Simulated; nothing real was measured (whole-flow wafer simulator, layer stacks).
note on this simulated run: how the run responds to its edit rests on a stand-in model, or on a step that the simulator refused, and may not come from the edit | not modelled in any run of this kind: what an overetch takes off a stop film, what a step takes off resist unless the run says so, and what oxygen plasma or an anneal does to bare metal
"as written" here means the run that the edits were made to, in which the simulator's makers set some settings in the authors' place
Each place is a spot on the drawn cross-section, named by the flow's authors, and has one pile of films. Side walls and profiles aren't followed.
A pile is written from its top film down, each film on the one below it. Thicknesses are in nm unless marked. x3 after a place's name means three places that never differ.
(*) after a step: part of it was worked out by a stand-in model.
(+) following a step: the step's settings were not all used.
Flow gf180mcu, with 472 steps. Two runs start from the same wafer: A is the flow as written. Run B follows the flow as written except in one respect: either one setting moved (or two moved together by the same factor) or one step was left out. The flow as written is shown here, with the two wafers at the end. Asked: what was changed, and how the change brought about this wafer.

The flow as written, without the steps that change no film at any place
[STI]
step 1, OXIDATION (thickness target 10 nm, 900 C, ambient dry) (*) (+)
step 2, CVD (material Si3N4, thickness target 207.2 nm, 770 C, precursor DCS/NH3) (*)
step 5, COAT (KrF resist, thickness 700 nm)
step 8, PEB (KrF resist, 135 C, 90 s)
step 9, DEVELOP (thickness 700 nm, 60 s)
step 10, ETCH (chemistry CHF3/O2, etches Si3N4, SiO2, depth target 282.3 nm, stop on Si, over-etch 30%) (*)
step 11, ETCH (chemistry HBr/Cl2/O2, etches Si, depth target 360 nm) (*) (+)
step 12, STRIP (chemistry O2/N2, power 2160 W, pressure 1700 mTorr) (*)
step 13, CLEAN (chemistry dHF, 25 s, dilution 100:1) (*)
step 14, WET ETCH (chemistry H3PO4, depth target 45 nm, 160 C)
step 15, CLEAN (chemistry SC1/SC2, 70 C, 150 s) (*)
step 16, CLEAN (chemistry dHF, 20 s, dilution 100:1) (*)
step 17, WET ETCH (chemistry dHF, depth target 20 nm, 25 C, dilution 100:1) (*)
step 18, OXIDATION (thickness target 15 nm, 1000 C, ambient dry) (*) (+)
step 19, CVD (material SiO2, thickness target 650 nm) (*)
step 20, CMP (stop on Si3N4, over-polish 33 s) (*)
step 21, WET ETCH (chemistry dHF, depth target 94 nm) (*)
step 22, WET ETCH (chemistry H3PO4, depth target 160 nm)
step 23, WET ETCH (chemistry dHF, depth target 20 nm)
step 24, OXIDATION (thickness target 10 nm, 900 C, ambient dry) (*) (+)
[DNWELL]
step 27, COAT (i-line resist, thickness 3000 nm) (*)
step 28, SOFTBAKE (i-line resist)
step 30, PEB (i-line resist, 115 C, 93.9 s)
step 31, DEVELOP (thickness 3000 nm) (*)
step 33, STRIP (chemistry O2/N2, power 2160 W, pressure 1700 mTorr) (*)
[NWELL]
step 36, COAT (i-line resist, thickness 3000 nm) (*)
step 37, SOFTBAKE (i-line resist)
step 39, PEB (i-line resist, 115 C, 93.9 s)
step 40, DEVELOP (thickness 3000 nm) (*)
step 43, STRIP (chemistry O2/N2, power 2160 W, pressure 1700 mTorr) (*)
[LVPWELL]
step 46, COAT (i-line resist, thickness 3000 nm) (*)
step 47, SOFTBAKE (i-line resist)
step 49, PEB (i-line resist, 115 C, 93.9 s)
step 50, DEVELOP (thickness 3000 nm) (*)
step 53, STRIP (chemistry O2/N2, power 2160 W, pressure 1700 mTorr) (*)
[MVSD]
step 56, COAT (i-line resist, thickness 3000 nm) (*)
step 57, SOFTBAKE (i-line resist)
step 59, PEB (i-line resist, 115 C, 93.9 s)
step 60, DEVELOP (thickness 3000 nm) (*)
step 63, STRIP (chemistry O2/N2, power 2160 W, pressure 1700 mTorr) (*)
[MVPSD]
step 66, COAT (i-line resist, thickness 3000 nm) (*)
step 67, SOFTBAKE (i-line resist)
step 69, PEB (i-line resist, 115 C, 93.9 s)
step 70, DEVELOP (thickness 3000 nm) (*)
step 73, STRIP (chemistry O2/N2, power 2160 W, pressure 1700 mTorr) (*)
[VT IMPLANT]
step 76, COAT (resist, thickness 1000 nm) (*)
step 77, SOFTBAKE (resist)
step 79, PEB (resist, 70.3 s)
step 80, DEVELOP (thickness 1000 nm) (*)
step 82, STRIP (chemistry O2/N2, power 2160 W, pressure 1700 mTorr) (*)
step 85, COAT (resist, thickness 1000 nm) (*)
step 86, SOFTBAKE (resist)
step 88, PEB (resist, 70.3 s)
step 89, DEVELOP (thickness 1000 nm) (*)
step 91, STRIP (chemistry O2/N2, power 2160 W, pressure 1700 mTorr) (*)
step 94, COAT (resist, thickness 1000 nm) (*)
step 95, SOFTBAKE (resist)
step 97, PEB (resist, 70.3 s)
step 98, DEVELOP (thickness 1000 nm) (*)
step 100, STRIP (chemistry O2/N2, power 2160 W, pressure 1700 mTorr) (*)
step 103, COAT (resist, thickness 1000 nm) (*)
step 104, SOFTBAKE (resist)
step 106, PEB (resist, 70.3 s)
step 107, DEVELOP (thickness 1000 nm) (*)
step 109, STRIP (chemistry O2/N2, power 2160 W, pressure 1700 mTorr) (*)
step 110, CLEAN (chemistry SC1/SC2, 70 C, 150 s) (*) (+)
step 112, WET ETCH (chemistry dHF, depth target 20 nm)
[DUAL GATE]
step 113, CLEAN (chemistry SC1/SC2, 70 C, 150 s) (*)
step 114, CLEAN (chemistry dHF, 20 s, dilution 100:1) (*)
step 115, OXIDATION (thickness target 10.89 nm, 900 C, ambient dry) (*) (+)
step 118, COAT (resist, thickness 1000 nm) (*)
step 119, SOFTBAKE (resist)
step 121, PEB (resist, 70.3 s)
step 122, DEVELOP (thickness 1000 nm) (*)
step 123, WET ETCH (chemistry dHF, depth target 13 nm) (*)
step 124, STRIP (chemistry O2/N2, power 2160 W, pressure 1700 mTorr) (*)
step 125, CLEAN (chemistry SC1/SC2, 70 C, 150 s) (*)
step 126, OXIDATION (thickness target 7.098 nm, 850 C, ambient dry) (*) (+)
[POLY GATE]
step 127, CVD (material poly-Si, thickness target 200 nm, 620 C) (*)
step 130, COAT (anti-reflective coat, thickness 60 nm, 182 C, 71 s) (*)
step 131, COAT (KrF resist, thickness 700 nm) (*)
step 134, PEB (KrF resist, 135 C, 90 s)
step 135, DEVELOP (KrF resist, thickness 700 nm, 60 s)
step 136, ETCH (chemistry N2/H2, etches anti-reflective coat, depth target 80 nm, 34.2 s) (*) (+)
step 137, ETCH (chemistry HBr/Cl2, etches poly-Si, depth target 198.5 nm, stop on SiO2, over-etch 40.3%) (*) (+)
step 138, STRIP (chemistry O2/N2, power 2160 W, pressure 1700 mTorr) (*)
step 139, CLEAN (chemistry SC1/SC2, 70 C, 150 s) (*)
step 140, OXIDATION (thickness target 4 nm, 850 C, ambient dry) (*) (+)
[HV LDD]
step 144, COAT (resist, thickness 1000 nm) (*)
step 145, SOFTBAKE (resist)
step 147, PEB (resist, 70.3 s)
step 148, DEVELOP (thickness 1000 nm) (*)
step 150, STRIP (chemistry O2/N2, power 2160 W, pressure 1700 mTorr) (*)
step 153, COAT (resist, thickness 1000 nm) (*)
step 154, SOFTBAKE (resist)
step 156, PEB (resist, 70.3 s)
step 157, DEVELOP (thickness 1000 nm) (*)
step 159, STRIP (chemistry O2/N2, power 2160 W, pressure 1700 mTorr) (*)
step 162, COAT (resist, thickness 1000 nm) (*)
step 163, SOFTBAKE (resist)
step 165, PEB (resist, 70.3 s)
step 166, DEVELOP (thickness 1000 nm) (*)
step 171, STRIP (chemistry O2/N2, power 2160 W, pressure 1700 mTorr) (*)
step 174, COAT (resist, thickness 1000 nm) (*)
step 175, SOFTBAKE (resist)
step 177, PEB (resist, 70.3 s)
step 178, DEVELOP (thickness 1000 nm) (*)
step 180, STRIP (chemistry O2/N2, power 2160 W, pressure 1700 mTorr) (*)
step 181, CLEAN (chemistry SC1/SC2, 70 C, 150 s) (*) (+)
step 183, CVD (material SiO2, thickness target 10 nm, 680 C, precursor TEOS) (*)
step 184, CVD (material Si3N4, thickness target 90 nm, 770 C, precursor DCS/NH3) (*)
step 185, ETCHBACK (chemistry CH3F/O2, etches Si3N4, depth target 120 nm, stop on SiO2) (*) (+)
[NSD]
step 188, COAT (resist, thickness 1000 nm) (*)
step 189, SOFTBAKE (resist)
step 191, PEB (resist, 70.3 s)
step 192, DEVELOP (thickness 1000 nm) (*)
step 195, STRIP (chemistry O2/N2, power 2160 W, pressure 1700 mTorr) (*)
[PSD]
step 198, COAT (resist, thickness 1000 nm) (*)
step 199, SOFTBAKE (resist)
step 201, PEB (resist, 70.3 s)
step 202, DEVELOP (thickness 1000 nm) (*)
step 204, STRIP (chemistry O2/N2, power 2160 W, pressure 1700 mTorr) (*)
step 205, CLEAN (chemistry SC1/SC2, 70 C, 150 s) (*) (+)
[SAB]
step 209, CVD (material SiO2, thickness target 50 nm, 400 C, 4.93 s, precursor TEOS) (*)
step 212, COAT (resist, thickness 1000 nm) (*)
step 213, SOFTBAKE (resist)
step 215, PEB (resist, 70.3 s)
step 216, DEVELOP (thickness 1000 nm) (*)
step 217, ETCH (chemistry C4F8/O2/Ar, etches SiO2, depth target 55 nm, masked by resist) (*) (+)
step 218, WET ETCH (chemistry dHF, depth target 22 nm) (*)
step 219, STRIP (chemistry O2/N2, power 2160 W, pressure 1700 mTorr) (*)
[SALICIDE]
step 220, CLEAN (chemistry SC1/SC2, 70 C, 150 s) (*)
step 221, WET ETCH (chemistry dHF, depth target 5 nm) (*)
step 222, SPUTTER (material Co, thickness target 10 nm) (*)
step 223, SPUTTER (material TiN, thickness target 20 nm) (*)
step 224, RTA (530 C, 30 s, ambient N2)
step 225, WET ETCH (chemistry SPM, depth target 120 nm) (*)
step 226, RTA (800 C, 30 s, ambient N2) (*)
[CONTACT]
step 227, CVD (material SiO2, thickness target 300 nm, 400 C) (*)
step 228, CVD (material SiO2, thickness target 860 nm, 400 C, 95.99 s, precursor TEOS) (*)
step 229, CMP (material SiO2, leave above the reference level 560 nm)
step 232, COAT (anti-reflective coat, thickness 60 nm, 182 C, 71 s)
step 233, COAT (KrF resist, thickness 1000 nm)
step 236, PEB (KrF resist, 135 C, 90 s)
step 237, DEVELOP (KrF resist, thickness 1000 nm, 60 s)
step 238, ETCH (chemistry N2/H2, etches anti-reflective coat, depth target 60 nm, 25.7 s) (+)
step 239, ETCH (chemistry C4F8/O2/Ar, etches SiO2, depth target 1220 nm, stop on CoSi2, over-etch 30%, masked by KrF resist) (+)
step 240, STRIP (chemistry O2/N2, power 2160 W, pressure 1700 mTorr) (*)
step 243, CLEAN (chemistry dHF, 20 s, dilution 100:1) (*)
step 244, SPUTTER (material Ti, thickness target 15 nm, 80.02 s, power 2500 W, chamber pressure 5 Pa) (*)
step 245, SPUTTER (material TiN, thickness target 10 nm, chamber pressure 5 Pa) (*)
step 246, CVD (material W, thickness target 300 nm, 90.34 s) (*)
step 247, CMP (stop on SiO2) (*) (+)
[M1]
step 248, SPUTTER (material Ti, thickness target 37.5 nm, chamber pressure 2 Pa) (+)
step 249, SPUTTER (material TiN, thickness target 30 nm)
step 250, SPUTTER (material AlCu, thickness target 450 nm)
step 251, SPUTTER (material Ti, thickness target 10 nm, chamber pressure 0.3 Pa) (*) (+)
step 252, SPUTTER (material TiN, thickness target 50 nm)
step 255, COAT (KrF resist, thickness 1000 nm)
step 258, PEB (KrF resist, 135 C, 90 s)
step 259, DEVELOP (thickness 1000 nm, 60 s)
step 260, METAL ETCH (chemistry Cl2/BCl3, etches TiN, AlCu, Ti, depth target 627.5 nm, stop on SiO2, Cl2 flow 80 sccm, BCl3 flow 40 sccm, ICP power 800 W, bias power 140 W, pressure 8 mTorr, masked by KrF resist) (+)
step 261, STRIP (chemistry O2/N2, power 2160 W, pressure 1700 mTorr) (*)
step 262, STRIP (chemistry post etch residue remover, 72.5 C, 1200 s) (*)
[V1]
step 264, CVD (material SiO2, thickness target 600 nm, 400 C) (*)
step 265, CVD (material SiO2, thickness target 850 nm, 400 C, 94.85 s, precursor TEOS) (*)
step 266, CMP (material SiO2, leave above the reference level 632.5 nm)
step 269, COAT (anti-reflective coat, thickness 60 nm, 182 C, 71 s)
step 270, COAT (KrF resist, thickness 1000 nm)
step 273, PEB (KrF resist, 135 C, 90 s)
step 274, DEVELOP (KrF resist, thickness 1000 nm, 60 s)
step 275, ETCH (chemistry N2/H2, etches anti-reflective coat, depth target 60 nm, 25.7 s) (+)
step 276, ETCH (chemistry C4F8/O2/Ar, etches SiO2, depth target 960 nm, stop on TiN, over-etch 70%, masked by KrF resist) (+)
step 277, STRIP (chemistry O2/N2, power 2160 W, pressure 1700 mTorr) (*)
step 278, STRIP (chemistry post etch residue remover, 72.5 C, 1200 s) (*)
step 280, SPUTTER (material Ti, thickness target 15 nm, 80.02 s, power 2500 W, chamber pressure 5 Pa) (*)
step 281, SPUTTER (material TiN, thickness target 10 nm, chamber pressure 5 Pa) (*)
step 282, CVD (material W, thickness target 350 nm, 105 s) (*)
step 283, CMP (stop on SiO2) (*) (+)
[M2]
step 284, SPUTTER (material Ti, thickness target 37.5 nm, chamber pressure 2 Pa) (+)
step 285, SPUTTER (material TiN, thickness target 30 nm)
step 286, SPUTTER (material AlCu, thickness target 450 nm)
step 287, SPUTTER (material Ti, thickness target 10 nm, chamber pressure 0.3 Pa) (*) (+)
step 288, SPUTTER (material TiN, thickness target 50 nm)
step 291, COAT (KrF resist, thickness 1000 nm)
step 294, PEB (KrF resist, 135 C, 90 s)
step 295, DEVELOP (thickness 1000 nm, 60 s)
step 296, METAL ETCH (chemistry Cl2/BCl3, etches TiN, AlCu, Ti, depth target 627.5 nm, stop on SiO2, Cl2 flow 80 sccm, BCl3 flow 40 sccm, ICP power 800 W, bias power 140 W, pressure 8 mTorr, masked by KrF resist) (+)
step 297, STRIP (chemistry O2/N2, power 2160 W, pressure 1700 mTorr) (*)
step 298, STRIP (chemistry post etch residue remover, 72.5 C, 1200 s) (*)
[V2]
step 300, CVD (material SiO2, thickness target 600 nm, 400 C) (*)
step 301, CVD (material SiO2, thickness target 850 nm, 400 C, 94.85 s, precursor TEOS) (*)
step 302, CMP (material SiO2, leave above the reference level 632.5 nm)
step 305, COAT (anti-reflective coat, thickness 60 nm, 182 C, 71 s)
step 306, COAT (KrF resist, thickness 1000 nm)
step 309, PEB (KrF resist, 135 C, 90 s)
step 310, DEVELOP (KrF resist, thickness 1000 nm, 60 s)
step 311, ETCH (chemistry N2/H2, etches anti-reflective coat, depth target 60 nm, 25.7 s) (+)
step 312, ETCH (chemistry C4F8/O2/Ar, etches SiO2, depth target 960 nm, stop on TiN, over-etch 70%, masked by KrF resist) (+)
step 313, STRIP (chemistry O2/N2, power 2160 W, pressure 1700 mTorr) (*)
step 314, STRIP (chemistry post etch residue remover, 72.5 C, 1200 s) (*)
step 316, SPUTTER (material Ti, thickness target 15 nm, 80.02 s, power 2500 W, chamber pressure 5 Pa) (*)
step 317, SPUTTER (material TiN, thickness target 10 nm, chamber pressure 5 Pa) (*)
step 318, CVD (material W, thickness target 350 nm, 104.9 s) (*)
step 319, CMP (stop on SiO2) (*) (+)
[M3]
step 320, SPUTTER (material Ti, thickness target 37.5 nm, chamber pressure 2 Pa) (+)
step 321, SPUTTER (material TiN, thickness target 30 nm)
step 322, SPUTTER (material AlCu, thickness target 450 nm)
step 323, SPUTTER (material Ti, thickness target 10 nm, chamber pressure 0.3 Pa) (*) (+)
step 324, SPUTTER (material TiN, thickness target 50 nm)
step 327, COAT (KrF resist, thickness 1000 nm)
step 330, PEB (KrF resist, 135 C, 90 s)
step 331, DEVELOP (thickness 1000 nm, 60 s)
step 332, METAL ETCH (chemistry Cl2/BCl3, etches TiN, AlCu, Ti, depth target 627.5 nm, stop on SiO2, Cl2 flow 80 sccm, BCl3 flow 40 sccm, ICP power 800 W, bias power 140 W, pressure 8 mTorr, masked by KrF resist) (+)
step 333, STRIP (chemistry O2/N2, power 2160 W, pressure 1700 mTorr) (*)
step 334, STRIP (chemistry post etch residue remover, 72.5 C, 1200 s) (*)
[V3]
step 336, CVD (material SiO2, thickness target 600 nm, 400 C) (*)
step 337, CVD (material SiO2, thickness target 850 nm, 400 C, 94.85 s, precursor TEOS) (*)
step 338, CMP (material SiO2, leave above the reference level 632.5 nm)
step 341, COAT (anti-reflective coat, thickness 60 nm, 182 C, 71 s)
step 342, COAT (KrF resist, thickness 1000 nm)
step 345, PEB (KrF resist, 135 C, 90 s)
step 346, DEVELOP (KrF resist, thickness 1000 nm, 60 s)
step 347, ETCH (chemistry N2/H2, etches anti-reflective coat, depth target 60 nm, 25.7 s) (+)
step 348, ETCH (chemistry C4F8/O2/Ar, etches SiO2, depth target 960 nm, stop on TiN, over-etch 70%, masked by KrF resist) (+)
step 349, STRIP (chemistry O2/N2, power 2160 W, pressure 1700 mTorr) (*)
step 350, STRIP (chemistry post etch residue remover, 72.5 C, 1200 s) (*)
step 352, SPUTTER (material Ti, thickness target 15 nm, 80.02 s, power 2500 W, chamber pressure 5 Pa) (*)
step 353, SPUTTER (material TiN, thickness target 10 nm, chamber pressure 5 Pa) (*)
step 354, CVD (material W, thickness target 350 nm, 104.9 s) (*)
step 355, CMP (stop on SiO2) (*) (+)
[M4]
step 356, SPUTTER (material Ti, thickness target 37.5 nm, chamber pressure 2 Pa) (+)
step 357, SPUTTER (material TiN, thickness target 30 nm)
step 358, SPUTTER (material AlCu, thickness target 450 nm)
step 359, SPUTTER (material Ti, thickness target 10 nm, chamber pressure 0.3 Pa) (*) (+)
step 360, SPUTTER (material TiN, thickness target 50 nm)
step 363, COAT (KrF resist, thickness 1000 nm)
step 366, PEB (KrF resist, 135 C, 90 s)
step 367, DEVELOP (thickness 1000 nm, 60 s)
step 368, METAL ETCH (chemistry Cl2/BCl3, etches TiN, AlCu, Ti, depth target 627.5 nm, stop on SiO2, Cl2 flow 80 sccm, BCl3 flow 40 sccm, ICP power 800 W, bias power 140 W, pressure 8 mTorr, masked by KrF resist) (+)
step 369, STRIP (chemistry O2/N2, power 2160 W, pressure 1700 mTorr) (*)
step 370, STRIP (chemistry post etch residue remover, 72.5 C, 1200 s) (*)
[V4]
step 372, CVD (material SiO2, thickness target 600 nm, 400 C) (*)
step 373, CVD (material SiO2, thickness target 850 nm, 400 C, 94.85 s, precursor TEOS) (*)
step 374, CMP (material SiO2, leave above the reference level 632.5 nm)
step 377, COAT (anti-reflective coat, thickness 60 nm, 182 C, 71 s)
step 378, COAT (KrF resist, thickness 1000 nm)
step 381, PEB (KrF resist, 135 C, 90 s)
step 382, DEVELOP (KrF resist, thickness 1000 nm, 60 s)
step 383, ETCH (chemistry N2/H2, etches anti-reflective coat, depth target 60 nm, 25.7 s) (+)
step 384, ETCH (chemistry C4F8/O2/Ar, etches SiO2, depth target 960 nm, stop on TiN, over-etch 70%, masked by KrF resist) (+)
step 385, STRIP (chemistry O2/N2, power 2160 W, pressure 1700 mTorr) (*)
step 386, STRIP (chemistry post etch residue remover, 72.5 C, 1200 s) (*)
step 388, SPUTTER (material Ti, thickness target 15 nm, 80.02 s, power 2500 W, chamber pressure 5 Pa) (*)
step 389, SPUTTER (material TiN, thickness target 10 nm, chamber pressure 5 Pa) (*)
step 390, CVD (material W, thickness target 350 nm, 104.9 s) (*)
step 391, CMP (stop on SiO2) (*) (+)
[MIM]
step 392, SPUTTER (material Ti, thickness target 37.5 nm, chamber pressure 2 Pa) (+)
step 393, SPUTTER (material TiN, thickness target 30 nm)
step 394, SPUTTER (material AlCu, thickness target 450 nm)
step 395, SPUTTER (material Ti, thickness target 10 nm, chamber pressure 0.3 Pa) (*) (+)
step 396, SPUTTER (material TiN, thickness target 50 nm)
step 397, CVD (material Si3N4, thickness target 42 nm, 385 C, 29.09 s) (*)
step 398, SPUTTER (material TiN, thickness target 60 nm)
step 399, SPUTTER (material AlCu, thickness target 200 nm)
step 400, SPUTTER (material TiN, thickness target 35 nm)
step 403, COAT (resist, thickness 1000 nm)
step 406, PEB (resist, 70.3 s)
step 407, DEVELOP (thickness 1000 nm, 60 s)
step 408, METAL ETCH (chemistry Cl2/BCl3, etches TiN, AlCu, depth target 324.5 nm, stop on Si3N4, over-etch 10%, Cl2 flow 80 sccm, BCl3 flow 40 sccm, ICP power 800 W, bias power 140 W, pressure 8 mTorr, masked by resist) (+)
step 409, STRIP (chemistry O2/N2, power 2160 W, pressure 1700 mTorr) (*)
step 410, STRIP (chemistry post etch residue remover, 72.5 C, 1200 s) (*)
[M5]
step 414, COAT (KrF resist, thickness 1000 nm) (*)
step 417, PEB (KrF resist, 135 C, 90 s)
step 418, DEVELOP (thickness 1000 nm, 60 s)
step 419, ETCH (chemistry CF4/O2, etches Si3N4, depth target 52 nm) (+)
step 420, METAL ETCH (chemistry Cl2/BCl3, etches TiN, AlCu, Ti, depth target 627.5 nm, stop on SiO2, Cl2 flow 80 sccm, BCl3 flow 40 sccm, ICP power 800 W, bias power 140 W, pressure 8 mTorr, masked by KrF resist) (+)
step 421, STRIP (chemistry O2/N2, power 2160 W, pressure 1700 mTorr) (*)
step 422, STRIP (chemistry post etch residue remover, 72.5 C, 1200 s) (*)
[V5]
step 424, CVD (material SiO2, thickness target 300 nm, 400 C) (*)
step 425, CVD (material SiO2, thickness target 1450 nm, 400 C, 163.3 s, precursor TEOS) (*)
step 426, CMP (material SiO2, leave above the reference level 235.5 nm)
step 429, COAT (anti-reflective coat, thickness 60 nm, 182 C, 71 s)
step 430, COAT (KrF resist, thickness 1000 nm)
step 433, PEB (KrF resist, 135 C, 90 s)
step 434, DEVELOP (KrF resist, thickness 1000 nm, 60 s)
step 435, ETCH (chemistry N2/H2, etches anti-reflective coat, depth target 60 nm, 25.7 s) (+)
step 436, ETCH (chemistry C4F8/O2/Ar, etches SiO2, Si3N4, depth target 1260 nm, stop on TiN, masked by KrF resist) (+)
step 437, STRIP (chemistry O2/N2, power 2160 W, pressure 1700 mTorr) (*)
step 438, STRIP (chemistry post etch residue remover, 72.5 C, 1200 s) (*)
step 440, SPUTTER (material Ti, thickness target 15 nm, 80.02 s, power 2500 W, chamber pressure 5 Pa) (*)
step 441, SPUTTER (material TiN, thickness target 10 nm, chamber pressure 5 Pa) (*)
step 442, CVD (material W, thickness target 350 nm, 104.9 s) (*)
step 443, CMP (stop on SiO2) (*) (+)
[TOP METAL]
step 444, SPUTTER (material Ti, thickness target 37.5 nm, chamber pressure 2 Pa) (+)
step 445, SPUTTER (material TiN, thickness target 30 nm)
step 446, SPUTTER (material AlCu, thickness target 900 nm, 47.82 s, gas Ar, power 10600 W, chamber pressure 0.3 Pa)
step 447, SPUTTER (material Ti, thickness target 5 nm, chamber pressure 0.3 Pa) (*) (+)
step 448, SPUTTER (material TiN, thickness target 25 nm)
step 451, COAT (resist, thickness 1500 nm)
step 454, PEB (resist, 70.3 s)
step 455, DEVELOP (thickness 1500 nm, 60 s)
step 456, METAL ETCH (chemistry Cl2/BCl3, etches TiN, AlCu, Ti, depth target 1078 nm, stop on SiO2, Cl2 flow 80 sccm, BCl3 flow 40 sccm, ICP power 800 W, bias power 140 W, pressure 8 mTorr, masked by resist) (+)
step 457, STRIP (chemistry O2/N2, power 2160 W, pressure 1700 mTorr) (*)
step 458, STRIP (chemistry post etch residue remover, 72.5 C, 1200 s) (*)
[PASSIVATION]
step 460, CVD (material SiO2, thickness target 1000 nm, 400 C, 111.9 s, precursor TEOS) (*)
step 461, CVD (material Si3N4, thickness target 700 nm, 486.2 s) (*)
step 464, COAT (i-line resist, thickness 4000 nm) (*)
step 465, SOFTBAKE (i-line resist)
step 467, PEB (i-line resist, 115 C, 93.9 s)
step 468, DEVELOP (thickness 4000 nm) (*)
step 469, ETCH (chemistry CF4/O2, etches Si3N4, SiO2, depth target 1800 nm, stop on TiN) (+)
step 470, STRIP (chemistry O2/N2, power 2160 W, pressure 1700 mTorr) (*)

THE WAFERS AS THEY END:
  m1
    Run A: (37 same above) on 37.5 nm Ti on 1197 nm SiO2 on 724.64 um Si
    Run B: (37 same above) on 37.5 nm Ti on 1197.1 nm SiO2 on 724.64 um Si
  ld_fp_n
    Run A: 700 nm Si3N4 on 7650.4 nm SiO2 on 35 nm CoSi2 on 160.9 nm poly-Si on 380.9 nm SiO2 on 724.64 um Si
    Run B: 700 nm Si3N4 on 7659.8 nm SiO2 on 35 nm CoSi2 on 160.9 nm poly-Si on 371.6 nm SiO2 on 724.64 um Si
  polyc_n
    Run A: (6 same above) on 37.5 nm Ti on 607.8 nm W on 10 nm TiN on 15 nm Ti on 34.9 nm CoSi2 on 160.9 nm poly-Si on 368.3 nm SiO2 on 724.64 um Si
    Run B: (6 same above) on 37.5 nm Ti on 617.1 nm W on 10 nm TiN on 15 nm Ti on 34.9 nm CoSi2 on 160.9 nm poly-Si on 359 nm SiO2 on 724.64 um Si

What caused this: step 112, WET ETCH: depth target 28.5 nm was run, though the flow has depth target 20 nm.

The path from the change to this, step by step:
  step 112, WET ETCH (chemistry dHF, depth target 20 nm)
      field, field__w2, field__w3 and 36 more: A SiO2 loses 22 | B SiO2 loses 31.4
      field_sub, mim_1p0, pad, dice_street, iso_fld_sub, ldn_fld, ldp_fld: A SiO2 loses 22 | B SiO2 loses 31.3
  step 130, COAT (anti-reflective coat, thickness 60 nm, 182 C, 71 s) (*)
      p_well, spacer, sd_n: A anti-reflective coat gains 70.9 (new film) | B anti-reflective coat gains 61.9 (new film)
      ldn_ch, ldp_ch: A anti-reflective coat gains 66.7 (new film) | B anti-reflective coat gains 63.5 (new film)
      (also at 69 further places)
  step 136, ETCH (chemistry N2/H2, etches anti-reflective coat, depth target 80 nm, 34.2 s) (*) (+)
      p_well, spacer, sd_n: A anti-reflective coat loses 70.9 (all of it), poly-Si loses 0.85 | B anti-reflective coat loses 61.9 (all of it), poly-Si loses 1.08
      ldn_dft, ldp_dft: A anti-reflective coat loses 48.7 (all of it), poly-Si loses 1.42 | B anti-reflective coat loses 53.5 (all of it), poly-Si loses 1.29
      (also at 48 further places)
  step 138, STRIP (chemistry O2/N2, power 2160 W, pressure 1700 mTorr) (*)
      gate: A chemical SiO2 gains 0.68 (new film), KrF resist loses 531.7 (all of it), anti-reflective coat loses 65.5 (all of it), poly-Si loses 0.3 | B chemical SiO2 gains 0.69 (new film), KrF resist loses 530.7 (all of it), anti-reflective coat loses 61.4 (all of it), poly-Si loses 0.3
      gate_hv: A chemical SiO2 gains 0.68 (new film), KrF resist loses 528.4 (all of it), anti-reflective coat loses 61 (all of it), poly-Si loses 0.3 | B chemical SiO2 gains 0.69 (new film), KrF resist loses 526.1 (all of it), anti-reflective coat loses 59.6 (all of it), poly-Si loses 0.3
      (also at 19 further places)
  step 145, SOFTBAKE (resist)
      field: A resist loses 0.3 | B resist gains 2.76
      nw_enc_fld_lv__w3: A resist gains 2.63 | B resist loses 0.9
      (also at 1 further place)
  step 154, SOFTBAKE (resist)
      field: A resist loses 0.3 | B resist gains 2.76
      nw_enc_fld_lv__w3: A resist gains 2.63 | B resist loses 0.9
      (also at 1 further place)
  step 163, SOFTBAKE (resist)
      field: A resist loses 0.3 | B resist gains 2.76
      nw_enc_fld_lv__w3: A resist gains 2.63 | B resist loses 0.9
      (also at 1 further place)
  step 175, SOFTBAKE (resist)
      field: A resist loses 0.3 | B resist gains 2.76
      nw_enc_fld_lv__w3: A resist gains 2.63 | B resist loses 0.9
      (also at 1 further place)
  step 189, SOFTBAKE (resist)
      active_hv: A resist gains 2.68 | B resist loses 0.61
      nw_enc_fld_lv__w3: A resist gains 2.11 | B resist loses 1.7
      (also at 1 further place)
  step 199, SOFTBAKE (resist)
      active_hv: A resist gains 2.68 | B resist loses 0.61
      nw_enc_fld_lv__w3: A resist gains 2.11 | B resist loses 1.7
      (also at 1 further place)
  step 213, SOFTBAKE (resist)
      nw_enc_fld_lv__w3: A resist gains 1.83 | B resist loses 1.94
      gate_p_hv: A resist loses 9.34 | B resist loses 9.86
  step 218, WET ETCH (chemistry dHF, depth target 22 nm) (*)
      sd_p_hv: A SiO2 loses 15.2 (all of it) | B SiO2 loses 16 (all of it)
  step 223, SPUTTER (material TiN, thickness target 20 nm) (*)
      field__w12: A TiN gains 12 (new film) | B TiN gains 12.7 (new film)
  step 225, WET ETCH (chemistry SPM, depth target 120 nm) (*)
      field__w12: A TiN loses 12 (all of it), Co loses 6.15 (all of it) | B TiN loses 12.7 (all of it), Co loses 6.18 (all of it)
  step 229, CMP (material SiO2, leave above the reference level 560 nm)
      ldn_sep__w1, ldn_sep__w2, ldn_dft and 8 more: A SiO2 loses 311 | B SiO2 loses 301.7
      sti, mim_1p0, pad, dice_street, iso_nw_fld, iso_fld_sub: A SiO2 loses 296.8 | B SiO2 loses 287.5
      (also at 38 further places)
